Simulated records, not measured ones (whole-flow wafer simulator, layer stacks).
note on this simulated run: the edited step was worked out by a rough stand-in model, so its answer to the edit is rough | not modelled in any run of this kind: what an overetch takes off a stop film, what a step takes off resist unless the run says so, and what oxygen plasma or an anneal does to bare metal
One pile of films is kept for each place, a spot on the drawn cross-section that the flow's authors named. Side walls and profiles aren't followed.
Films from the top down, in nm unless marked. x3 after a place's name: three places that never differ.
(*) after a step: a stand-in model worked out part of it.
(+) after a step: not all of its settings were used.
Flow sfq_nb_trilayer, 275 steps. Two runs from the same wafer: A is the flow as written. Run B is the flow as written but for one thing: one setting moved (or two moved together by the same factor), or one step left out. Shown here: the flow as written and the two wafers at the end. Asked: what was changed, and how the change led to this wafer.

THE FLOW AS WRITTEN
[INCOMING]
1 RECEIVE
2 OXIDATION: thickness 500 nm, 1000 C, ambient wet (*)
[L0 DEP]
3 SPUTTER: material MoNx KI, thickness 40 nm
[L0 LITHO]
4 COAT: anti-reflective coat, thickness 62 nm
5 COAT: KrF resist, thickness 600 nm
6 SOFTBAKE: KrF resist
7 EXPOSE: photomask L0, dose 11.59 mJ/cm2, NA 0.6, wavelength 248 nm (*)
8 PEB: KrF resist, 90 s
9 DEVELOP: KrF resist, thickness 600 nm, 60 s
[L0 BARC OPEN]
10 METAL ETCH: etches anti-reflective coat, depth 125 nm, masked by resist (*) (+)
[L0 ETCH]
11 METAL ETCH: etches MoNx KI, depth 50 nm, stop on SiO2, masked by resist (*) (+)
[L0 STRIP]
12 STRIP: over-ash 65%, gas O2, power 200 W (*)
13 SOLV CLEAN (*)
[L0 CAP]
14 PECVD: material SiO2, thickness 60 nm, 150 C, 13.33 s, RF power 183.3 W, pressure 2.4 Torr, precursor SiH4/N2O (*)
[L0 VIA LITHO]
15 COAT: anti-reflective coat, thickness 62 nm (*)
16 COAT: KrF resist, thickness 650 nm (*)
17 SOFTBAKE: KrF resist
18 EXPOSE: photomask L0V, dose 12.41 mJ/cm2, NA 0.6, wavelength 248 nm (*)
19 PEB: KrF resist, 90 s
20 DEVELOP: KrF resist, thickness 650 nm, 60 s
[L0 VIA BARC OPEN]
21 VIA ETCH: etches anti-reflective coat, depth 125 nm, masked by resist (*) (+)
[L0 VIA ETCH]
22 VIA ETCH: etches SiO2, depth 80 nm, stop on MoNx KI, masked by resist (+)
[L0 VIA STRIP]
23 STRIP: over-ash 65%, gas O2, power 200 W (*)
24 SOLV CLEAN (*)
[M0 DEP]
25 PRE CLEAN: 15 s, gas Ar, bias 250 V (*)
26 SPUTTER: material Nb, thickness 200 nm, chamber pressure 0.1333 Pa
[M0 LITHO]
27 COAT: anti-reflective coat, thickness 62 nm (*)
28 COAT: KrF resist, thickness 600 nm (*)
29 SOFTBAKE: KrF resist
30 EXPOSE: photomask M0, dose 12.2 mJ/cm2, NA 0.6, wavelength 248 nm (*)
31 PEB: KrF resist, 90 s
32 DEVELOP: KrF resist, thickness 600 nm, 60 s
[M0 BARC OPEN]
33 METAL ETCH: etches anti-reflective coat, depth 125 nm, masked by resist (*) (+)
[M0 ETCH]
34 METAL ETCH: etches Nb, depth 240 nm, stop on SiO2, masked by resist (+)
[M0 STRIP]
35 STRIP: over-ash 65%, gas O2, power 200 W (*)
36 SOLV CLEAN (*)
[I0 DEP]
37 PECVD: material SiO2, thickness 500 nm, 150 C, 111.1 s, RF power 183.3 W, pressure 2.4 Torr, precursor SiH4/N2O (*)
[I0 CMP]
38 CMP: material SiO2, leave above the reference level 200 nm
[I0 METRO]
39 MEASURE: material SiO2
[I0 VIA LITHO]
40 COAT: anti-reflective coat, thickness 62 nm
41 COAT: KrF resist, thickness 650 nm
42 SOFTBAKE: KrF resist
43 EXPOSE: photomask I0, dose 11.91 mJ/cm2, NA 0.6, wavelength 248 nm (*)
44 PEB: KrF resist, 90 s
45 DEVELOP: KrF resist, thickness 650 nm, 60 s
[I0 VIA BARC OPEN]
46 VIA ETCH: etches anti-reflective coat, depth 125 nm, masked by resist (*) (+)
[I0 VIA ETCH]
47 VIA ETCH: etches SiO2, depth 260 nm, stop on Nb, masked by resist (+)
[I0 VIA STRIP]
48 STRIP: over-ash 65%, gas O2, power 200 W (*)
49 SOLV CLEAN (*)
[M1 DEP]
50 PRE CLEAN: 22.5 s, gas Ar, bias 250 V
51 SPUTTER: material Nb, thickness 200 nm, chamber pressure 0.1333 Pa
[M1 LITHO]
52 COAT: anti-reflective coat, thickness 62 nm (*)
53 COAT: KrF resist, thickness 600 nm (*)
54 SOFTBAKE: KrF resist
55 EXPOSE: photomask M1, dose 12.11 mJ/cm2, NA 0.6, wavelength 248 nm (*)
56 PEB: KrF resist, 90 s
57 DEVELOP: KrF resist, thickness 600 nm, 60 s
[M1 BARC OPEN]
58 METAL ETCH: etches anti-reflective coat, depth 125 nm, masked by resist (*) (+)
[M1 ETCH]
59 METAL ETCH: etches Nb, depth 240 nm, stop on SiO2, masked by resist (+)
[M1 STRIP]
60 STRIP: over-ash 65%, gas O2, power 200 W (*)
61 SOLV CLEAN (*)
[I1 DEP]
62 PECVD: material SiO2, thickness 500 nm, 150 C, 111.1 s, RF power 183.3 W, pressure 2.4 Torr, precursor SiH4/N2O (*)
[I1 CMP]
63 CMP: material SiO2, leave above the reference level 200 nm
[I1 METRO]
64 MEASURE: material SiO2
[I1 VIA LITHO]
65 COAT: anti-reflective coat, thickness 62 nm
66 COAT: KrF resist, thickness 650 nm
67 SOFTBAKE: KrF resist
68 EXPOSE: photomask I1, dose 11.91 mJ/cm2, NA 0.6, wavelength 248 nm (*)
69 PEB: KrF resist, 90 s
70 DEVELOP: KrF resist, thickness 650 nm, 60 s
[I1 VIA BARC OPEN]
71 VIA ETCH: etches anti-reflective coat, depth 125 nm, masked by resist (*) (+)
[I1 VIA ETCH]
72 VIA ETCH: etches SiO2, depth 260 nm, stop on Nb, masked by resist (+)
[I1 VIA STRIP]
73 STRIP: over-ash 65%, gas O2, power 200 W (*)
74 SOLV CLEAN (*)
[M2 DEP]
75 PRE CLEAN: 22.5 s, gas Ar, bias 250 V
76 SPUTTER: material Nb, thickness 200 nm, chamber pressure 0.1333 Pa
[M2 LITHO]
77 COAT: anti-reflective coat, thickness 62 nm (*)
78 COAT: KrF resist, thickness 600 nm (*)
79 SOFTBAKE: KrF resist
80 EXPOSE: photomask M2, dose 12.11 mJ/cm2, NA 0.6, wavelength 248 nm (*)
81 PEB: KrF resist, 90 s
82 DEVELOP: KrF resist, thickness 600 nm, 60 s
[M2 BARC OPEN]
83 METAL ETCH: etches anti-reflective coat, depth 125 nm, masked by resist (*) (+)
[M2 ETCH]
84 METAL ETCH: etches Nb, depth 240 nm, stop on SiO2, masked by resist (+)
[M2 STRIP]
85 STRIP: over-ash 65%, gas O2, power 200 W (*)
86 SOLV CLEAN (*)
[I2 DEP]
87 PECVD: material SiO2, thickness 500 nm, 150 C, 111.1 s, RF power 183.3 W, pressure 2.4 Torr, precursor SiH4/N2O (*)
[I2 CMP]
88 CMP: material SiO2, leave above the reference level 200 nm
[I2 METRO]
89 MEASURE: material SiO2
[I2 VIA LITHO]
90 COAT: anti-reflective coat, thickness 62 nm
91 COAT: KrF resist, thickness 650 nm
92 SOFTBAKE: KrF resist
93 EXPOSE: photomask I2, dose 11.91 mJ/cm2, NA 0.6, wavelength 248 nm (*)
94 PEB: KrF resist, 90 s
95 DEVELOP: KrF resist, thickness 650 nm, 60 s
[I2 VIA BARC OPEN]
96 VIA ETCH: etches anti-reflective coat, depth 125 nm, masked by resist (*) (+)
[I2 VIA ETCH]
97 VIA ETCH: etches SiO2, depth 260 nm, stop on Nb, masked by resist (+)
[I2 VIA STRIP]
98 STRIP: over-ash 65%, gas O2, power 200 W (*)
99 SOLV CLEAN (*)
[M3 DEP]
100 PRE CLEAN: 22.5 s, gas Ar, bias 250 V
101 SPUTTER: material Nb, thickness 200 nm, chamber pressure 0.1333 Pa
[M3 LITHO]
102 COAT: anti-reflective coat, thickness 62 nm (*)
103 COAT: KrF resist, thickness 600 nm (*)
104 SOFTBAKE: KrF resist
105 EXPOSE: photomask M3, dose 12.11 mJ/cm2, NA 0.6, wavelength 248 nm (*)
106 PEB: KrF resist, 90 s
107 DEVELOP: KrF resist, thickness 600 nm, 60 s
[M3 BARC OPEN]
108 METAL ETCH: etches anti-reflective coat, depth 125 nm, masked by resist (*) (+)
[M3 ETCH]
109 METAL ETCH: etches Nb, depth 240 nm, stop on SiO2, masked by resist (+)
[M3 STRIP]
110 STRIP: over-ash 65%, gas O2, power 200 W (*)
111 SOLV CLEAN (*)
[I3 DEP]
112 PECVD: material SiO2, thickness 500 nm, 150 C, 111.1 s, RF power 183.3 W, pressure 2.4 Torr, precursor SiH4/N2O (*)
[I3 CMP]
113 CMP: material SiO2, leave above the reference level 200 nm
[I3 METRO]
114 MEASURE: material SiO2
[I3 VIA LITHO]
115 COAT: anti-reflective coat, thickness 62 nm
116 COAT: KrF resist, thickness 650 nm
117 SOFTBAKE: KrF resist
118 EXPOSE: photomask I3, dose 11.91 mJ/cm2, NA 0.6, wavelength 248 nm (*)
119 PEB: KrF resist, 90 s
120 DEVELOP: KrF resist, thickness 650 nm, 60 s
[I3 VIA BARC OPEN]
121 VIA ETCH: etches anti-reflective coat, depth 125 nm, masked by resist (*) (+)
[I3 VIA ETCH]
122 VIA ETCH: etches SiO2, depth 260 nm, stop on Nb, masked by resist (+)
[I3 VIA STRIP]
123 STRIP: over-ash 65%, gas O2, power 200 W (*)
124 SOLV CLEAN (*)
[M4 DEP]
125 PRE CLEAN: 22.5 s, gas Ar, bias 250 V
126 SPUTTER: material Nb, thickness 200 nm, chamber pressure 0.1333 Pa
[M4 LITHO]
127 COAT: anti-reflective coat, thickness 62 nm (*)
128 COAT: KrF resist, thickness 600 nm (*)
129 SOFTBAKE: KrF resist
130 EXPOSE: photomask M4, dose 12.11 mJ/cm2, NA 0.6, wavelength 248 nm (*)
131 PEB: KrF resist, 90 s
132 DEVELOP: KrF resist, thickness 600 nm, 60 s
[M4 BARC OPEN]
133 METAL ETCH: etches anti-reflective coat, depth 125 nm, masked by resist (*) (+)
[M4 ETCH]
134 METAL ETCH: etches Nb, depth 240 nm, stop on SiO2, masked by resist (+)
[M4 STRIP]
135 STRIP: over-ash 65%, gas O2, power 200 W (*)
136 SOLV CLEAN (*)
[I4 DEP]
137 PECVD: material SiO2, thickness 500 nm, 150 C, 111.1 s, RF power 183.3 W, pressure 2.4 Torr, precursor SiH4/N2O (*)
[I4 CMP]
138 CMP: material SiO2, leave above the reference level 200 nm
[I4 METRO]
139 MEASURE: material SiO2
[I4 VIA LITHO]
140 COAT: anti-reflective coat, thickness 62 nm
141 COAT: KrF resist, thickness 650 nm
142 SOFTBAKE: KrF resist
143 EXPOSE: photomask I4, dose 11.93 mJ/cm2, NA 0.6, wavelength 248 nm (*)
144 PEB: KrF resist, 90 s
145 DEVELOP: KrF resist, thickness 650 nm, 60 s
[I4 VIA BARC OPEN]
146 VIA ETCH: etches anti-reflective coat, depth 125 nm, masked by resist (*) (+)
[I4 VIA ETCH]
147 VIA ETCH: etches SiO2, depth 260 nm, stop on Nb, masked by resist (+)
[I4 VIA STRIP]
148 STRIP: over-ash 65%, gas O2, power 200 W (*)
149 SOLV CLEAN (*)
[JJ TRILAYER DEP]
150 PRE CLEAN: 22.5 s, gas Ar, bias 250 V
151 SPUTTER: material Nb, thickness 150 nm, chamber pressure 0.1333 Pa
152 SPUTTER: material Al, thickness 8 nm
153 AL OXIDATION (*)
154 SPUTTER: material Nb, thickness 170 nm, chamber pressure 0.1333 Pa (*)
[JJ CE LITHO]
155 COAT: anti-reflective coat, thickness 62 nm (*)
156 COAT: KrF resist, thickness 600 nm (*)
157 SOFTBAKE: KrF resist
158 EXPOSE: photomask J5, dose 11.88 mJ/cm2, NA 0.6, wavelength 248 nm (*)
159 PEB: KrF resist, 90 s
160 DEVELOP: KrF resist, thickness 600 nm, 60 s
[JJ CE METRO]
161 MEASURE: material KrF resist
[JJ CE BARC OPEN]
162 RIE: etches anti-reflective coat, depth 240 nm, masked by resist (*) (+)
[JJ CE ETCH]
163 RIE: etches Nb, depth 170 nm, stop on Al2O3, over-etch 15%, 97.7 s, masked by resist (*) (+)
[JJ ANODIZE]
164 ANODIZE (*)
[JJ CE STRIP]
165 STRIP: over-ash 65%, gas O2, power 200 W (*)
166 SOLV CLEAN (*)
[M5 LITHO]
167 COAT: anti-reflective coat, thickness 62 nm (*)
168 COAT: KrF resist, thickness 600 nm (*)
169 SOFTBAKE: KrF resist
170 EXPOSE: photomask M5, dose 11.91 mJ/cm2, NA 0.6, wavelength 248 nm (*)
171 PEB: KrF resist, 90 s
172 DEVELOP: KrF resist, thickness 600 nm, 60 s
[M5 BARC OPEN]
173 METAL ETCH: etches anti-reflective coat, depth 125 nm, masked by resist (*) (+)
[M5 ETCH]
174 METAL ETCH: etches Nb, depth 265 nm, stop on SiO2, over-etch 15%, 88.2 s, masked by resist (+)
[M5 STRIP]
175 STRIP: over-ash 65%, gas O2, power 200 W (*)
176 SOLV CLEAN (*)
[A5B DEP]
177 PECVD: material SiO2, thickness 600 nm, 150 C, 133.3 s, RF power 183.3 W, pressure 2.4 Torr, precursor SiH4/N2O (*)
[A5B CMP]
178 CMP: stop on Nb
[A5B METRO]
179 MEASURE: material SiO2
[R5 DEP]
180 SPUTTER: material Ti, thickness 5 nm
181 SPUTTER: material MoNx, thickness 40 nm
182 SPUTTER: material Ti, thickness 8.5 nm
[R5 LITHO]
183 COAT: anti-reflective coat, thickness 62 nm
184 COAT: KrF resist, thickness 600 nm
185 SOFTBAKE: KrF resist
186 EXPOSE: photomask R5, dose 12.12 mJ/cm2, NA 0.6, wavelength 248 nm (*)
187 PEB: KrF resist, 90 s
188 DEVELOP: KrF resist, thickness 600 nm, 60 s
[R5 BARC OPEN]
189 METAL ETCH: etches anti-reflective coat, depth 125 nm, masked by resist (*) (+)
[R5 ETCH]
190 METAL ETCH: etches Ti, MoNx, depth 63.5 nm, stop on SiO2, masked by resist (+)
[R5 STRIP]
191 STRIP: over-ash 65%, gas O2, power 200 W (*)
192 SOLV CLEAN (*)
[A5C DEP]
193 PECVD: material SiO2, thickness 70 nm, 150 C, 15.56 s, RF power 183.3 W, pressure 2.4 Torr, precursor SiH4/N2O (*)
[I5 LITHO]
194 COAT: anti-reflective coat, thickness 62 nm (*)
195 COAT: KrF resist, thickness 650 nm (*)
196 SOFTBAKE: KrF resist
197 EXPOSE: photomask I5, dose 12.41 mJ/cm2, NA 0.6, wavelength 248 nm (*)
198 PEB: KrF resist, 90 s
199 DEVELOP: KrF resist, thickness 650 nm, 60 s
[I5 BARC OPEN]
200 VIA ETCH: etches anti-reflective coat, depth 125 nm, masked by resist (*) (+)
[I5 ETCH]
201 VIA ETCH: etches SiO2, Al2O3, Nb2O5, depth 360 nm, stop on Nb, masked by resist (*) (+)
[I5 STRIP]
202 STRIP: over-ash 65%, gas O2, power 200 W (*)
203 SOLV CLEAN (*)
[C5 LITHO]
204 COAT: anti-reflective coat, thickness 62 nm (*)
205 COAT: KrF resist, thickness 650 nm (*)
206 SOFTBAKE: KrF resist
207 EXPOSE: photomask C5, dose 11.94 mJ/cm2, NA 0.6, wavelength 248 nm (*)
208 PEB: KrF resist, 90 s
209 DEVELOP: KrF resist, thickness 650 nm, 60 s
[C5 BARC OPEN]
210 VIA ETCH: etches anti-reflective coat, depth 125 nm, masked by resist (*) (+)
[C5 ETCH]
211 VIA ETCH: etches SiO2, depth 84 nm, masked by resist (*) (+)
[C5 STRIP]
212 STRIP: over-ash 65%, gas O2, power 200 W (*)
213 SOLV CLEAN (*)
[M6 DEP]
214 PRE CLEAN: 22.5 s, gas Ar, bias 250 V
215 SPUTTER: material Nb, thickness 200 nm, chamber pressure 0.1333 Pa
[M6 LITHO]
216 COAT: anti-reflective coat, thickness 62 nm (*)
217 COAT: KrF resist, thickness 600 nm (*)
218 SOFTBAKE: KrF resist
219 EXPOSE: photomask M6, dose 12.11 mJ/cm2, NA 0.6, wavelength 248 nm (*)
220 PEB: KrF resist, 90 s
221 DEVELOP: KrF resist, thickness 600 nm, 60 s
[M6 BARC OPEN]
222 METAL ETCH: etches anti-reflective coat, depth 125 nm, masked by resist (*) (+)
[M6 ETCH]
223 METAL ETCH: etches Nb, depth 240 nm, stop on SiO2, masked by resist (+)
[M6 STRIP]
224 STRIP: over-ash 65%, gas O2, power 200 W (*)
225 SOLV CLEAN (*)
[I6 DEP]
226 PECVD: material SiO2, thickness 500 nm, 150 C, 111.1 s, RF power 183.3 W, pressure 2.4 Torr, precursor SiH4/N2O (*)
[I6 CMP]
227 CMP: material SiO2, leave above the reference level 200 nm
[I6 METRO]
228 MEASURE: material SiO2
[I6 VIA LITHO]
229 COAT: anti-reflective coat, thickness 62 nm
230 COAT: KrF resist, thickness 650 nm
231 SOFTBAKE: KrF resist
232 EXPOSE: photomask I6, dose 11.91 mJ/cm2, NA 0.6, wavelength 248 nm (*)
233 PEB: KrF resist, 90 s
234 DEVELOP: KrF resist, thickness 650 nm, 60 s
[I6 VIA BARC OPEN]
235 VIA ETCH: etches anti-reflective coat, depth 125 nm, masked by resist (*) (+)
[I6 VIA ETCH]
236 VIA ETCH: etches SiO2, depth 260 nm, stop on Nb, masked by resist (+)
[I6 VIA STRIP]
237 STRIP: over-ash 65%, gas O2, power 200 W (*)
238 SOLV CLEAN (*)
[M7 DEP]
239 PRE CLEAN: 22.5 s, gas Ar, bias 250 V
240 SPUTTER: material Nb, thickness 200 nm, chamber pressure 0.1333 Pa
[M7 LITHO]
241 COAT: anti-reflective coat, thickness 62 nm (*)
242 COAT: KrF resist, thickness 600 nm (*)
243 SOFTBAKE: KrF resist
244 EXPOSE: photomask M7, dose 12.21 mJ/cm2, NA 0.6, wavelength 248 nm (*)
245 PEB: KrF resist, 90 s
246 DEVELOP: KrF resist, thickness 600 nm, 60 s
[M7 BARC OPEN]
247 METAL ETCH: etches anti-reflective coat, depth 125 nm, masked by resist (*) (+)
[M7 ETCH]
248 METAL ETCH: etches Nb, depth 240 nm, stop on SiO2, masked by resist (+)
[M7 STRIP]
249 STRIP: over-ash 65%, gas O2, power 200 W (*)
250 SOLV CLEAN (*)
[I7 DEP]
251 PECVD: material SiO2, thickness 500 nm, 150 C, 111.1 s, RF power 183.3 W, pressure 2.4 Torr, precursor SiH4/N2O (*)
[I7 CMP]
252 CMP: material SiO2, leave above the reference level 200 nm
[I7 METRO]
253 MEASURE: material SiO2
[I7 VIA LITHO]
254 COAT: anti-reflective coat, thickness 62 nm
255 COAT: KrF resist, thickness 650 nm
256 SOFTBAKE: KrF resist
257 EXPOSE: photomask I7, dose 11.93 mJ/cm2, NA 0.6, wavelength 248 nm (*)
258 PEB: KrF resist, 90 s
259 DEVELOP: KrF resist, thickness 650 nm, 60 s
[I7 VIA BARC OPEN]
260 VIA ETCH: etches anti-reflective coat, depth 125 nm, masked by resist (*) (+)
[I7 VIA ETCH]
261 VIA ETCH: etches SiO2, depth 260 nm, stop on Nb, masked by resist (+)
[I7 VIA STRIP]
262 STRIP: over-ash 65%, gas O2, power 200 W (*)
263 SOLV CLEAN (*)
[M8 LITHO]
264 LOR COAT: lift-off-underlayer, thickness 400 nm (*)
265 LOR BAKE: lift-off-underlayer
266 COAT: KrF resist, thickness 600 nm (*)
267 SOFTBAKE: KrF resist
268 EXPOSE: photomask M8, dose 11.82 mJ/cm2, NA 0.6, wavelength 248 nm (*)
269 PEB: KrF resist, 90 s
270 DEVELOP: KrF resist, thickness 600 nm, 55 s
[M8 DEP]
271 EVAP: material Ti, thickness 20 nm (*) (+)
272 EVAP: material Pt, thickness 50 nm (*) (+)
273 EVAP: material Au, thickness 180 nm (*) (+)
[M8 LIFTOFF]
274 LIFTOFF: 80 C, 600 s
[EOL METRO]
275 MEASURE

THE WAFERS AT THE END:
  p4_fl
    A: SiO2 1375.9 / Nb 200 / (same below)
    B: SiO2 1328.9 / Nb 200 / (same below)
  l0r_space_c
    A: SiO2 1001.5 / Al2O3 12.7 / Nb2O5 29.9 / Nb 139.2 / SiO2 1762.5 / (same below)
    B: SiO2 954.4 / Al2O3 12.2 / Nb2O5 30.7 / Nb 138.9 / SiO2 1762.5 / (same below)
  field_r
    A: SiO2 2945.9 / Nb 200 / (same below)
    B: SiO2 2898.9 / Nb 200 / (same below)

The cause: step 154, SPUTTER: thickness 123 nm was run, where the flow has thickness 170 nm.

How the change led to this, step by step:
  154 SPUTTER: material Nb, thickness 170 nm, chamber pressure 0.1333 Pa (*)
      field_l, v_sur, via_sp and 100 more: A Nb +170 (new film) | B Nb +123 (new film)
      via_wl, via_wr: A Nb +140.7 (new film) | B Nb +101.7 (new film)
      (and at 1 more place)
  155 COAT: anti-reflective coat, thickness 62 nm (*)
      via_wl, via_wr: A anti-reflective coat +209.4 (new film) | B anti-reflective coat +197.5 (new film)
      via_w: A anti-reflective coat +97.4 (new film) | B anti-reflective coat +93.7 (new film)
  162 RIE: etches anti-reflective coat, depth 240 nm, masked by resist (*) (+)
      ce_l, c5j, ce_r, wl_jj: A KrF resist -209.4 | B KrF resist -197.5
      via_wl, via_wr: A anti-reflective coat -209.4 (all of it) | B anti-reflective coat -197.5 (all of it)
      (and at 1 more place)
  163 RIE: etches Nb, depth 170 nm, stop on Al2O3, over-etch 15%, 97.7 s, masked by resist (*) (+)
      field_l, v_sur, via_sp and 96 more: A Nb -170 (all of it), Al2O3 -0.51 | B Nb -123 (all of it), Al2O3 -0.96 (all of it)
      via_wl, via_wr: A Nb -140.7 (all of it), Al2O3 -0.96 (all of it) | B Nb -101.7 (all of it), Al2O3 -0.96 (all of it)
      (and at 1 more place)
  164 ANODIZE (*)
      field_l, v_sur, via_sp and 96 more: A Al2O3 +12.2, Nb2O5 +29.9 (new film), Al -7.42 (all of it), Nb -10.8 | B Al2O3 +12.2 (new film), Nb2O5 +30.7 (new film), Al -7.42 (all of it), Nb -11.1
  165 STRIP: over-ash 65%, gas O2, power 200 W (*)
      ce_l: A KrF resist -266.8 (all of it), anti-reflective coat -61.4 (all of it) | B KrF resist -278.6 (all of it), anti-reflective coat -61.4 (all of it)
      c5j: A KrF resist -266.9 (all of it), anti-reflective coat -61.5 (all of it) | B KrF resist -278.7 (all of it), anti-reflective coat -61.5 (all of it)
      (and at 2 more places)
  167 COAT: anti-reflective coat, thickness 62 nm (*)
      wl_j_sl, wl_j_sr: A anti-reflective coat +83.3 (new film) | B anti-reflective coat +77.3 (new film)
      gap: A anti-reflective coat +58.9 (new film) | B anti-reflective coat +60.3 (new film)
      (and at 8 more places)
  168 COAT: KrF resist, thickness 600 nm (*)
      ce_l: A KrF resist +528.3 (new film) | B KrF resist +556.7 (new film)
      c5j: A KrF resist +507.6 (new film) | B KrF resist +537.7 (new film)
      (and at 2 more places)
  173 METAL ETCH: etches anti-reflective coat, depth 125 nm, masked by resist (*) (+)
      wl_a_sl: A anti-reflective coat -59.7 (all of it), Al2O3 -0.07 | B anti-reflective coat -61.1 (all of it)
  174 METAL ETCH: etches Nb, depth 265 nm, stop on SiO2, over-etch 15%, 88.2 s, masked by resist (+)
      field_l, r_sur, res and 50 more: A Al2O3 -12.6 (all of it), Nb2O5 -29.9 (all of it), Nb -139.2 (all of it), SiO2 -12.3 | B Al2O3 -12.2 (all of it), Nb2O5 -30.7 (all of it), Nb -138.9 (all of it), SiO2 -12.3
  175 STRIP: over-ash 65%, gas O2, power 200 W (*)
      wl_j_sl, wl_j_sr: A KrF resist -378 (all of it), anti-reflective coat -83.3 (all of it) | B KrF resist -374.1 (all of it), anti-reflective coat -77.3 (all of it)
      gap: A KrF resist -383.4 (all of it), anti-reflective coat -58.9 (all of it) | B KrF resist -377.9 (all of it), anti-reflective coat -60.3 (all of it)
      (and at 7 more places)
  178 CMP: stop on Nb
      v_sur, via_sp, via_v and 43 more: A SiO2 -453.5 | B SiO2 -500.6
      field_l, p4_fl, p4_fm and 39 more: A SiO2 -259.3 | B SiO2 -306.3
      (and at 14 more places)
  201 VIA ETCH: etches SiO2, Al2O3, Nb2O5, depth 360 nm, stop on Nb, masked by resist (*) (+)
      be: A SiO2 -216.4 (all of it), Al2O3 -12.7 (all of it), Nb2O5 -29.9 (all of it) | B SiO2 -169.3 (all of it), Al2O3 -12.2 (all of it), Nb2O5 -30.7 (all of it)
  204 COAT: anti-reflective coat, thickness 62 nm (*)
      wire: A anti-reflective coat +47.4 (new film) | B anti-reflective coat +48.8 (new film)
      be: A anti-reflective coat +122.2 (new film) | B anti-reflective coat +115.2 (new film)
      (and at 1 more place)
  205 COAT: KrF resist, thickness 650 nm (*)
      be: A KrF resist +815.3 (new film) | B KrF resist +782 (new film)
  212 STRIP: over-ash 65%, gas O2, power 200 W (*)
      wire: A KrF resist -555.8 (all of it), anti-reflective coat -47.4 (all of it) | B KrF resist -558.4 (all of it), anti-reflective coat -48.8 (all of it)
      be: A KrF resist -728.2 (all of it), anti-reflective coat -122.2 (all of it) | B KrF resist -694.8 (all of it), anti-reflective coat -115.2 (all of it)
      (and at 1 more place)
  ... 4 more steps ...
  226 PECVD: material SiO2, thickness 500 nm, 150 C, 111.1 s, RF power 183.3 W, pressure 2.4 Torr, precursor SiH4/N2O (*)
      be: A SiO2 +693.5 (new film) | B SiO2 +636 (new film)
